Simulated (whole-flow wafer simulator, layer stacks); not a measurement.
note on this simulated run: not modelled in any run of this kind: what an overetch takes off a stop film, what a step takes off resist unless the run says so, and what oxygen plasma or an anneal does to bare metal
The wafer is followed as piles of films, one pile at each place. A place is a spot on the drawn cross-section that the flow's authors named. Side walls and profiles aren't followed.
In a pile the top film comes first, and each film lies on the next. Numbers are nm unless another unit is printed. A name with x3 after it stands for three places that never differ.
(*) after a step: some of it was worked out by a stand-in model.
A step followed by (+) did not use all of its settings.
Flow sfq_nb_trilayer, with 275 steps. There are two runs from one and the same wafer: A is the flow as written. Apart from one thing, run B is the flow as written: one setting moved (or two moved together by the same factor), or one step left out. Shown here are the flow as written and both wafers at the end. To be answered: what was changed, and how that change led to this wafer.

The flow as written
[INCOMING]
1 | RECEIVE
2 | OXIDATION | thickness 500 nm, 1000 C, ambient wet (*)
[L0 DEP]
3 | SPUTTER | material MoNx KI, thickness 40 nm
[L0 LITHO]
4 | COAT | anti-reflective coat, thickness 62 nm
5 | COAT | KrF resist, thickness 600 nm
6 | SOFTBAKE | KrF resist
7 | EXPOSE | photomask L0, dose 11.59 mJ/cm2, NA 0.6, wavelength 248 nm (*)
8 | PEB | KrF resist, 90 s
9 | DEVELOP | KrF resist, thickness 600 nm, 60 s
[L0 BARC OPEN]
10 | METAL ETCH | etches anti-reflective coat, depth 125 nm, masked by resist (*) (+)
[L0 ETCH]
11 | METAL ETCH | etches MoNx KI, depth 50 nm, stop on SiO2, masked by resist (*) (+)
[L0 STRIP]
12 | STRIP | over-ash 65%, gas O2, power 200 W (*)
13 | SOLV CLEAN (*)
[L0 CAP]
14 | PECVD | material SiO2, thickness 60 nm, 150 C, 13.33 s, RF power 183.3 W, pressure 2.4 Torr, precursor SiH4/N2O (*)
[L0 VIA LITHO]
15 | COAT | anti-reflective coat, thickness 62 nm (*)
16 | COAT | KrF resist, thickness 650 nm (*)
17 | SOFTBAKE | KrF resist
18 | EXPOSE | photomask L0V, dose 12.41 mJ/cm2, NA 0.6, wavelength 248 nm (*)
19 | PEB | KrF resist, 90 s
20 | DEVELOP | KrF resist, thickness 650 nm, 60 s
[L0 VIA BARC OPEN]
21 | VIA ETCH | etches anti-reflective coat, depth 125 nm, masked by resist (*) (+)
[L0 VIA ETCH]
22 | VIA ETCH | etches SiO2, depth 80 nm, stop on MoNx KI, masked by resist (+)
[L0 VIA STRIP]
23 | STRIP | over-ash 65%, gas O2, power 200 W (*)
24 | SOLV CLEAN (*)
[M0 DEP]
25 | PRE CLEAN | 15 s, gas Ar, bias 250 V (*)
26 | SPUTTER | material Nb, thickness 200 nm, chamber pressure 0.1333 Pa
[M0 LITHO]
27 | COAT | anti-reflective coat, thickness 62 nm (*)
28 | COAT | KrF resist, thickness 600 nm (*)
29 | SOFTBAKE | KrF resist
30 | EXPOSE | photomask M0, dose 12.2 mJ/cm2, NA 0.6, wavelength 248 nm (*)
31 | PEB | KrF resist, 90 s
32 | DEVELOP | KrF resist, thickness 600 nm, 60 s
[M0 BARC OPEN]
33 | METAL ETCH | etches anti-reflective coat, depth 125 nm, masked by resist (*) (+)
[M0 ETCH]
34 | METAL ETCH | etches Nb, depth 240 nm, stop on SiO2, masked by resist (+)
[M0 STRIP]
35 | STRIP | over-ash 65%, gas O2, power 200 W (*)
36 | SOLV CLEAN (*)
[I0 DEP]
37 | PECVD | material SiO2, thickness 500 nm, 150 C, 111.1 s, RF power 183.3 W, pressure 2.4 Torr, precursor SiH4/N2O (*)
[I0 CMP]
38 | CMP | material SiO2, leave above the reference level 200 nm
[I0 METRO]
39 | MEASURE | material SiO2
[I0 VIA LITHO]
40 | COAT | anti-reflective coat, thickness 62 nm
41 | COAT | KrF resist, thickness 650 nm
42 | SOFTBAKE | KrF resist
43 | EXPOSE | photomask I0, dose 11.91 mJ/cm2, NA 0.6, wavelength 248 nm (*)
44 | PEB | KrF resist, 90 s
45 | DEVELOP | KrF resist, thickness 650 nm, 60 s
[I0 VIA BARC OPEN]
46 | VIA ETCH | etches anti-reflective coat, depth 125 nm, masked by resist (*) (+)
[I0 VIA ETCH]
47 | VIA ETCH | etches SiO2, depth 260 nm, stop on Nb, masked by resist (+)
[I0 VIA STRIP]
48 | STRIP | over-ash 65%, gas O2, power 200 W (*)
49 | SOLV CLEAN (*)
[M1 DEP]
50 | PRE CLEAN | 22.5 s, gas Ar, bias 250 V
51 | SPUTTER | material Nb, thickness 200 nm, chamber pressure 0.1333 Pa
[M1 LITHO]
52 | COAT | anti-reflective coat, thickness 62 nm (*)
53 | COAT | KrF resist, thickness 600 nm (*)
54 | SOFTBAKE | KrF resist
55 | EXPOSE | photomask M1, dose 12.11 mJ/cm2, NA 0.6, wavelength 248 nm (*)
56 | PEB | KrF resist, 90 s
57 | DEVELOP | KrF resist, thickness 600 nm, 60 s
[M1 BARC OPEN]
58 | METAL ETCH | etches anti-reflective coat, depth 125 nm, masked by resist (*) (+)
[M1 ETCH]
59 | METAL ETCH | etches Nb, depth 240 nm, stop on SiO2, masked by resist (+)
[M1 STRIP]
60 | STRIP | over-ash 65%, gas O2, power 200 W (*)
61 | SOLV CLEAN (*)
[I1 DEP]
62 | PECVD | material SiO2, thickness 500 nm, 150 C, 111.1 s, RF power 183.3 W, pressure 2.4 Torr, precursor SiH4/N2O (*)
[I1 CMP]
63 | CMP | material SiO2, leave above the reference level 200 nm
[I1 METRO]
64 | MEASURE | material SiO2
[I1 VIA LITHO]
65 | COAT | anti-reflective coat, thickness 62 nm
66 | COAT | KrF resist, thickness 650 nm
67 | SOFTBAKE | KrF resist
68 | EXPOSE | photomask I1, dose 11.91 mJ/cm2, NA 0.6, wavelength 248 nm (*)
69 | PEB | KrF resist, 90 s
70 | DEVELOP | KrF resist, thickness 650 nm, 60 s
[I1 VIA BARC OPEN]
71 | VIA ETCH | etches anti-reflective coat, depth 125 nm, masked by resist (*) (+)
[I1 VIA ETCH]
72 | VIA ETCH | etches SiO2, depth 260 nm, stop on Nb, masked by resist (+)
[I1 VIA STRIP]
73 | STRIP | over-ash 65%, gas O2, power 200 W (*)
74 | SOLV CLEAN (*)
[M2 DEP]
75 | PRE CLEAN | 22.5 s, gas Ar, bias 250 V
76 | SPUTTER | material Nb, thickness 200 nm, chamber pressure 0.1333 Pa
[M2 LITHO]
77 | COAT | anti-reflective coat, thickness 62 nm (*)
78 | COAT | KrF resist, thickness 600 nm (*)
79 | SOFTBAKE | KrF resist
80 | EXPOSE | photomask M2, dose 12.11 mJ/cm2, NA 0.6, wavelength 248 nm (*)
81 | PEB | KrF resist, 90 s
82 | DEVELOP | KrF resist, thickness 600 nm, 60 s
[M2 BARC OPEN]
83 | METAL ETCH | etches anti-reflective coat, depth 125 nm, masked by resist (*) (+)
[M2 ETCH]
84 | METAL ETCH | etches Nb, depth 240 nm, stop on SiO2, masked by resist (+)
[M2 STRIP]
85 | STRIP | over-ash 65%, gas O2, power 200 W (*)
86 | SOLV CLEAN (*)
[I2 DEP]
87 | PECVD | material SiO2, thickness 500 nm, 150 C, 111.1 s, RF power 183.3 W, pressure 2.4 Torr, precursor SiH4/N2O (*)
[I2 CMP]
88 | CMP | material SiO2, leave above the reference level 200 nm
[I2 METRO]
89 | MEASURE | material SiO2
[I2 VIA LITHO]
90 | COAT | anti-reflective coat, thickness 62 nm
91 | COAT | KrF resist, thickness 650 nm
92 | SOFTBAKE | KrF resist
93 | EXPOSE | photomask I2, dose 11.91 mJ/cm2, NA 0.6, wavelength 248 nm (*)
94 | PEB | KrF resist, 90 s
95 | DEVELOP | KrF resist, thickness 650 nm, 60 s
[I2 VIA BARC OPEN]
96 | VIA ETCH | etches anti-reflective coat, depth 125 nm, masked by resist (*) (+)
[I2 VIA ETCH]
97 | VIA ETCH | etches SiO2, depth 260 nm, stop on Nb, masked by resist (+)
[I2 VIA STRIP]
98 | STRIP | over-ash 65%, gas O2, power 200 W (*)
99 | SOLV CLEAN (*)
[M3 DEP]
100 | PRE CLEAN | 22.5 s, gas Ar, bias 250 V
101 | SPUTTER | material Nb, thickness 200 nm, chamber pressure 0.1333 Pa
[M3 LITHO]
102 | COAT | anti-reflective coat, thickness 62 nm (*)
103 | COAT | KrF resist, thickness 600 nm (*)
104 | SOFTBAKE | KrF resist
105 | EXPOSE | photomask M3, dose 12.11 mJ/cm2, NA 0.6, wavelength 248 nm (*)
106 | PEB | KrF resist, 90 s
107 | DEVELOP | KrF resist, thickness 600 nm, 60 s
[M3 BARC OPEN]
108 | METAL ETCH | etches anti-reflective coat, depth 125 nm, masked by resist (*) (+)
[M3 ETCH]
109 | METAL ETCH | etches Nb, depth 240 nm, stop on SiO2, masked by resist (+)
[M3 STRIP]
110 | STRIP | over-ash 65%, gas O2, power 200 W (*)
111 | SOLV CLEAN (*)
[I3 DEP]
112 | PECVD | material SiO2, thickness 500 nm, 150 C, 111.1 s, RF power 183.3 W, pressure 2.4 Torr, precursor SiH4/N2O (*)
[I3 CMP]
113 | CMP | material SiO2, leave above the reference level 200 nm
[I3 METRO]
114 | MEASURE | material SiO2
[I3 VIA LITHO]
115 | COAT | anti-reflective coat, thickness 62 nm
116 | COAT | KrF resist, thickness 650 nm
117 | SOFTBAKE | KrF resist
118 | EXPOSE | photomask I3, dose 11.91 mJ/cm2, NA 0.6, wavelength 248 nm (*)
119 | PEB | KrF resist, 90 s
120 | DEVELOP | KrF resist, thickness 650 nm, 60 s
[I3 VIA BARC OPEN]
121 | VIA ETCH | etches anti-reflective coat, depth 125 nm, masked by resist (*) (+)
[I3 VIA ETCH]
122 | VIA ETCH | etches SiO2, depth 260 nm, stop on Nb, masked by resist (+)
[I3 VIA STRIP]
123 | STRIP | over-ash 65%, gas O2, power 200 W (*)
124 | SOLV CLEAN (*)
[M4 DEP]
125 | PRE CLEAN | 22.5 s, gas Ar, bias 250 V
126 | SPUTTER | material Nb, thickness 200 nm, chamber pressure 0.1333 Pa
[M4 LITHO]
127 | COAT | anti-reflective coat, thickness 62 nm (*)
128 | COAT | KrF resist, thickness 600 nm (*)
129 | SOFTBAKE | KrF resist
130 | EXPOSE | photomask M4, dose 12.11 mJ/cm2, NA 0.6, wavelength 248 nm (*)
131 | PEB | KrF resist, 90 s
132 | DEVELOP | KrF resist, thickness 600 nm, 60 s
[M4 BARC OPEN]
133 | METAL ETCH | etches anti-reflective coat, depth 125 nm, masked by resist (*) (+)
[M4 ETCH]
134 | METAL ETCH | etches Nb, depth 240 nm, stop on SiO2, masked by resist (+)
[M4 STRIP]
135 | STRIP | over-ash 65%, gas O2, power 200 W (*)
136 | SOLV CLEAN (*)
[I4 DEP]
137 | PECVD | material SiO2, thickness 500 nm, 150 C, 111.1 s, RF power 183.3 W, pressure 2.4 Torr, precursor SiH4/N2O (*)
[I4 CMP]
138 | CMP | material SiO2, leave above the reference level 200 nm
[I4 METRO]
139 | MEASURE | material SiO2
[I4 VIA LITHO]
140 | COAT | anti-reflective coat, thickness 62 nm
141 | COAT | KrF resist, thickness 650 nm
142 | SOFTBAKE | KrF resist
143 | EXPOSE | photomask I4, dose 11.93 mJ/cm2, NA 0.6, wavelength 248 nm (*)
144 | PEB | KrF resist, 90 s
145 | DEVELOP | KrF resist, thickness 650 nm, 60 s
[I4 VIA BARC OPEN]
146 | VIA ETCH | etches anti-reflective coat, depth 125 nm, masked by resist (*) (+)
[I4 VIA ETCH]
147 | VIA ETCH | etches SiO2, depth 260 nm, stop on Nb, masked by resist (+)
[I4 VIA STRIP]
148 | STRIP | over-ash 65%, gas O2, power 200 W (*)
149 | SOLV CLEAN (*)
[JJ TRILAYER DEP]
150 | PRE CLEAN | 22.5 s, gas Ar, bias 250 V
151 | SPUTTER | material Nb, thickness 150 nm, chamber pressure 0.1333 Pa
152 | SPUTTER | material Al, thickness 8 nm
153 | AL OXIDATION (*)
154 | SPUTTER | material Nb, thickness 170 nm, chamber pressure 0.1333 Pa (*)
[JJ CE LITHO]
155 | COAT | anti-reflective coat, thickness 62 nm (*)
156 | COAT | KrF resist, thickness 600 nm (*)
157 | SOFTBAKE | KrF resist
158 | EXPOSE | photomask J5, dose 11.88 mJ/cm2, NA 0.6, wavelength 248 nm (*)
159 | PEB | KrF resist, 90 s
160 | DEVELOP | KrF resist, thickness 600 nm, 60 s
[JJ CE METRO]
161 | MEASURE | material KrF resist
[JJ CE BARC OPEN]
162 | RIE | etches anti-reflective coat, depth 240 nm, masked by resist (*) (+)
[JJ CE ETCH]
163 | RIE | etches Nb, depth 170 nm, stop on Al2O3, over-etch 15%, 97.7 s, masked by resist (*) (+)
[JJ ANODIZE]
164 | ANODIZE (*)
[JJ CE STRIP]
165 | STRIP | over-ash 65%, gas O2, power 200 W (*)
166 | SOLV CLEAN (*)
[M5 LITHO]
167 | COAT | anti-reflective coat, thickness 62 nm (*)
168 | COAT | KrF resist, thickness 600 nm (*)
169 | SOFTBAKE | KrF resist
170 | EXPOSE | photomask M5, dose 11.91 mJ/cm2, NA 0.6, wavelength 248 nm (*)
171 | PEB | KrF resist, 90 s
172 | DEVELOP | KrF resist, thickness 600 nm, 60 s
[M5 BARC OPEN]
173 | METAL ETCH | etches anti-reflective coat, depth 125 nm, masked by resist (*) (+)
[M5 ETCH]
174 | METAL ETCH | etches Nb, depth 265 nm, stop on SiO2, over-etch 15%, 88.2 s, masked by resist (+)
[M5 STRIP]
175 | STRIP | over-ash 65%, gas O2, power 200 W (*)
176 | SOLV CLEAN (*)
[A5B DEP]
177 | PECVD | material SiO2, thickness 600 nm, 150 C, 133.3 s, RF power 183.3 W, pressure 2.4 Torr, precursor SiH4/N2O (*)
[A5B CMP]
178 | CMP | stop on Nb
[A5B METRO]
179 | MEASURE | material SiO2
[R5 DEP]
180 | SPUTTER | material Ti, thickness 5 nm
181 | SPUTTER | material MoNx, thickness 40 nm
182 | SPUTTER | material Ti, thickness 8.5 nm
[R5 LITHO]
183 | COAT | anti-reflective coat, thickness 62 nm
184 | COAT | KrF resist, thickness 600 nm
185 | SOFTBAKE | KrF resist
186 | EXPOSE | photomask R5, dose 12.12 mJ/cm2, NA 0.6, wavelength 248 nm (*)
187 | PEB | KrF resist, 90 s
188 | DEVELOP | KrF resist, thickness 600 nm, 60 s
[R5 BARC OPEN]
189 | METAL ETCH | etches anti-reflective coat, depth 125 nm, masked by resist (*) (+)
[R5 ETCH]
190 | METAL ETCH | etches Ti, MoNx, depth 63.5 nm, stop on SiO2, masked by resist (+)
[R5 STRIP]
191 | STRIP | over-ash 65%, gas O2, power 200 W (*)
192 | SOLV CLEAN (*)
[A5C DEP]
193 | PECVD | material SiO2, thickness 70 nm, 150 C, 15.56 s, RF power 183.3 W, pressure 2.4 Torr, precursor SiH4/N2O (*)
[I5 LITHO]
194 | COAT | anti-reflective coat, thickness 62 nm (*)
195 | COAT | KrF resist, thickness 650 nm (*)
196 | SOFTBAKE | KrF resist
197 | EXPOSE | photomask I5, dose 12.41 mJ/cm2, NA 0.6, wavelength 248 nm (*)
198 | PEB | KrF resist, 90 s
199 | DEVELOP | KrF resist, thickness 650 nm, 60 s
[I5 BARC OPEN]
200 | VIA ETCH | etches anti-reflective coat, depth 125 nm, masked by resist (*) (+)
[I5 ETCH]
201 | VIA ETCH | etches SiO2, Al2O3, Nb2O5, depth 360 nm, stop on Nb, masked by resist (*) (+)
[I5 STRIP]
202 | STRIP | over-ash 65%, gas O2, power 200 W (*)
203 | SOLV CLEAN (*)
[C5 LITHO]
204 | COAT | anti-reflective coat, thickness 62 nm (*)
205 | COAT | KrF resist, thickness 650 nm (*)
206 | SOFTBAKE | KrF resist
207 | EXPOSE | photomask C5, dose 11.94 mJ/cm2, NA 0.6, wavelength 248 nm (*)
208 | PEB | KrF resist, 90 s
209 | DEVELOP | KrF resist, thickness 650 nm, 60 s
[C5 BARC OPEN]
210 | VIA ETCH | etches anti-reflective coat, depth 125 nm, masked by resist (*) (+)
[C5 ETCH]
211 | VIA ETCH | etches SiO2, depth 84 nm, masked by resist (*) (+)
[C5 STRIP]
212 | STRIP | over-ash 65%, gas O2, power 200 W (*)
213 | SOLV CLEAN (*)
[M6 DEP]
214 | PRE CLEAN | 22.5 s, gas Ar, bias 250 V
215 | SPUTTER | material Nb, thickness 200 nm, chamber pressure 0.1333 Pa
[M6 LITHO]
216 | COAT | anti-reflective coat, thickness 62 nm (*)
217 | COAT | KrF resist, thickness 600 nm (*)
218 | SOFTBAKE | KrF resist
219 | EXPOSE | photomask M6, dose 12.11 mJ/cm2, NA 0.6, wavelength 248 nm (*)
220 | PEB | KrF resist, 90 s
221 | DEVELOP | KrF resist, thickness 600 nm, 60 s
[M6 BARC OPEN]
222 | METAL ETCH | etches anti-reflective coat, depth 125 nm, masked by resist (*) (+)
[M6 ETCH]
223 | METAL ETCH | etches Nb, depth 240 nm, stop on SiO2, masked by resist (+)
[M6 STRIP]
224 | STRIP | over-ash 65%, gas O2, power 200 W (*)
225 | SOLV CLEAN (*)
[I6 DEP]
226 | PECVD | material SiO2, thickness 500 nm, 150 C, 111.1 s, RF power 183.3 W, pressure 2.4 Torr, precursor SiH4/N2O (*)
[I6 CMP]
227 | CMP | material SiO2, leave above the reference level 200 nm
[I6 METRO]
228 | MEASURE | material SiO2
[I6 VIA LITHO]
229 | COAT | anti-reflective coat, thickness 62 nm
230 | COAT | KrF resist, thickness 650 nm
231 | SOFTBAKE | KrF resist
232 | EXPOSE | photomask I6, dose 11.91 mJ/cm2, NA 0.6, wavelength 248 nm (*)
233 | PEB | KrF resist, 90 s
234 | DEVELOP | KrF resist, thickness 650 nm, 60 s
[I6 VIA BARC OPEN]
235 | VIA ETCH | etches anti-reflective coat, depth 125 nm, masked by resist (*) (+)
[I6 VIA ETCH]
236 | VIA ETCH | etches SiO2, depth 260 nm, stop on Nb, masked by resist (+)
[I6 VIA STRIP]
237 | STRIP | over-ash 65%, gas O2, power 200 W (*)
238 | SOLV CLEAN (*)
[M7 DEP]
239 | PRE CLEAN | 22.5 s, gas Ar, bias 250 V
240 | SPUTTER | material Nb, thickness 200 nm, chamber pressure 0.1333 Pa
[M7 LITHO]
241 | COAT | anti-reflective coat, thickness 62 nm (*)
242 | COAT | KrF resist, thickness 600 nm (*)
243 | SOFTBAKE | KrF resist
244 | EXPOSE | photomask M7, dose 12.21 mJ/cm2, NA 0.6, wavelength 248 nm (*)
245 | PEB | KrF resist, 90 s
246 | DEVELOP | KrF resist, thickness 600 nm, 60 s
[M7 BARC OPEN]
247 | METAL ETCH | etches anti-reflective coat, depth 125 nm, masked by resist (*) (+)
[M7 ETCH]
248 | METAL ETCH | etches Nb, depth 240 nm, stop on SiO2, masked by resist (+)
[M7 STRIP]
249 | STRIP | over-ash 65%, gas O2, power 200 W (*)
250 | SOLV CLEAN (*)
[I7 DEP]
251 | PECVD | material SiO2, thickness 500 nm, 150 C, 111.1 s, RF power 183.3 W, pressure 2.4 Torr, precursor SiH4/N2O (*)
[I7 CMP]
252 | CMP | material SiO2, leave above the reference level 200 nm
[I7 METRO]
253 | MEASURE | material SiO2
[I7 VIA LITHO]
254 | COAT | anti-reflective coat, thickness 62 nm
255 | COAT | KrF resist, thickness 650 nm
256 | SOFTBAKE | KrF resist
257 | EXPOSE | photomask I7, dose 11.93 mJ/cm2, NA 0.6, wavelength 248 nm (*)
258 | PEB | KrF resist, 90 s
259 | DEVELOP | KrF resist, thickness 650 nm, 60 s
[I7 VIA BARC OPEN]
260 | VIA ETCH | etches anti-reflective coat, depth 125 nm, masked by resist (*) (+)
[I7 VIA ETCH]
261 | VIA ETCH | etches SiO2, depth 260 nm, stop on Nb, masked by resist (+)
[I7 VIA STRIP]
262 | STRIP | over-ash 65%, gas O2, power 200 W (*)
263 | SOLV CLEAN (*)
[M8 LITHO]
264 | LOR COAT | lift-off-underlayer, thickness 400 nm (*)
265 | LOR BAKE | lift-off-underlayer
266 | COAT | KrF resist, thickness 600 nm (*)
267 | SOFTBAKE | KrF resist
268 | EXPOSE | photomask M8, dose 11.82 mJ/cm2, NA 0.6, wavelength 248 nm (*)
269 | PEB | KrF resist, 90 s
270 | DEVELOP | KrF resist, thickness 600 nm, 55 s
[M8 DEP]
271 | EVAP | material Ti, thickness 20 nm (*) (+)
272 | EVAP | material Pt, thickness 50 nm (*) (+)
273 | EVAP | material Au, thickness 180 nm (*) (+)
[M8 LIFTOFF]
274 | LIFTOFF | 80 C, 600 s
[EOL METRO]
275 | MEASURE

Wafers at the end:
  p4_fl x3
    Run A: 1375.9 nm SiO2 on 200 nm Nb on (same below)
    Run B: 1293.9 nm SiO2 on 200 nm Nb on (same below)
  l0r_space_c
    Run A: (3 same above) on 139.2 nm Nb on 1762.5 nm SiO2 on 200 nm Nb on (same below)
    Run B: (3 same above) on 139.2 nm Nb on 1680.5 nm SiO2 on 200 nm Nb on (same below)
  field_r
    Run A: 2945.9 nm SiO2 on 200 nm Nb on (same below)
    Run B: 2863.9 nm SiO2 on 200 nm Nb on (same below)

Cause: step 138, CMP: leave above the reference level 118 nm was run, whereas the flow has leave above the reference level 200 nm.

Step by step, how the change led to this:
  138 | CMP | material SiO2, leave above the reference level 200 nm
      field_l, be, be_sur and 55 more: A -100 SiO2 | B -182 SiO2
      v_sur, via_wl, via_w and 35 more: A -300 SiO2 | B -382 SiO2
      (as well as at 10 more places)
  147 | VIA ETCH | etches SiO2, depth 260 nm, stop on Nb, masked by resist (+)
      field_l, v_sur, via_sp and 100 more: A -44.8 KrF resist | B -30.5 KrF resist
      via_wl, via_w, via_wr: A -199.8 SiO2 (all of it) | B -117.8 SiO2 (all of it)
  148 | STRIP | over-ash 65%, gas O2, power 200 W (*)
      field_l, v_sur, via_sp and 100 more: A -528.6 KrF resist (all of it), -62 anti-reflective coat (all of it) | B -543 KrF resist (all of it), -62 anti-reflective coat (all of it)
  151 | SPUTTER | material Nb, thickness 150 nm, chamber pressure 0.1333 Pa
      via_wl, via_w, via_wr: A +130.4 Nb | B +140 Nb
  152 | SPUTTER | material Al, thickness 8 nm
      via_wl, via_wr: A +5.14 Al (new film) | B +6.11 Al (new film)
      via_w: A +7.12 Al (new film) | B +7.82 Al (new film)
  154 | SPUTTER | material Nb, thickness 170 nm, chamber pressure 0.1333 Pa (*)
      via_wl, via_wr: A +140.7 Nb (new film) | B +125.4 Nb (new film)
      via_w: A +141 Nb (new film) | B +166.6 Nb (new film)
  155 | COAT | anti-reflective coat, thickness 62 nm (*)
      via_wl, via_wr: A +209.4 anti-reflective coat (new film) | B +178.6 anti-reflective coat (new film)
      v_sur: A +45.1 anti-reflective coat (new film) | B +49.1 anti-reflective coat (new film)
      (as well as at 2 more places)
  156 | COAT | KrF resist, thickness 600 nm (*)
      via_wl: A +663 KrF resist (new film) | B +635.7 KrF resist (new film)
      via_w: A +763.8 KrF resist (new film) | B +677.2 KrF resist (new film)
      (as well as at 1 more place)
  160 | DEVELOP | KrF resist, thickness 600 nm, 60 s
      via_wl: A -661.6 KrF resist (all of it) | B -634.4 KrF resist (all of it)
      via_w: A -762.1 KrF resist (all of it) | B -675.8 KrF resist (all of it)
      (as well as at 1 more place)
  162 | RIE | etches anti-reflective coat, depth 240 nm, masked by resist (*) (+)
      ce_l, c5j, ce_r, wl_jj: A -209.4 KrF resist | B -178.6 KrF resist
      via_wl, via_wr: A -209.4 anti-reflective coat (all of it) | B -178.6 anti-reflective coat (all of it)
      (as well as at 3 more places)
  163 | RIE | etches Nb, depth 170 nm, stop on Al2O3, over-etch 15%, 97.7 s, masked by resist (*) (+)
      via_w: A -141 Nb (all of it), -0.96 Al2O3 (all of it) | B -166.6 Nb (all of it), -0.58 Al2O3
      via_wl, via_wr: A -140.7 Nb (all of it), -0.96 Al2O3 (all of it) | B -125.4 Nb (all of it), -0.96 Al2O3 (all of it)
  164 | ANODIZE (*)
      via_w: A +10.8 Al2O3 (new film), +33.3 Nb2O5 (new film), -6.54 Al (all of it), -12 Nb | B +11.9 Al2O3, +30.6 Nb2O5 (new film), -7.24 Al (all of it), -11 Nb
      via_wl, via_wr: A +7.52 Al2O3 (new film), +39.2 Nb2O5 (new film), -4.56 Al (all of it), -14.1 Nb | B +9.13 Al2O3 (new film), +36.3 Nb2O5 (new film), -5.53 Al (all of it), -13.1 Nb
  165 | STRIP | over-ash 65%, gas O2, power 200 W (*)
      c5j, ce_r: A -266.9 KrF resist (all of it), -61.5 anti-reflective coat (all of it) | B -298.2 KrF resist (all of it), -61.7 anti-reflective coat (all of it)
      ce_l: A -266.8 KrF resist (all of it), -61.4 anti-reflective coat (all of it) | B -298.2 KrF resist (all of it), -61.7 anti-reflective coat (all of it)
      (as well as at 1 more place)
  167 | COAT | anti-reflective coat, thickness 62 nm (*)
      v_sur: A +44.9 anti-reflective coat (new film) | B +45.9 anti-reflective coat (new film)
      via_wl: A +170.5 anti-reflective coat (new film) | B +111.4 anti-reflective coat (new film)
      (as well as at 3 more places)
  168 | COAT | KrF resist, thickness 600 nm (*)
      v_sur: A +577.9 KrF resist (new film) | B +591.6 KrF resist (new film)
      via_w: A +732.6 KrF resist (new film) | B +675.9 KrF resist (new film)
  175 | STRIP | over-ash 65%, gas O2, power 200 W (*)
      v_sur: A -349.2 KrF resist (all of it), -44.9 anti-reflective coat (all of it) | B -362.8 KrF resist (all of it), -45.9 anti-reflective coat (all of it)
      via_wl: A -427 KrF resist (all of it), -170.5 anti-reflective coat (all of it) | B -415.2 KrF resist (all of it), -111.4 anti-reflective coat (all of it)
      (as well as at 3 more places)
  178 | CMP | stop on Nb
      via_wl, via_wr: A -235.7 SiO2 | B -327.1 SiO2
      via_w: A -235.2 SiO2 | B -326.6 SiO2
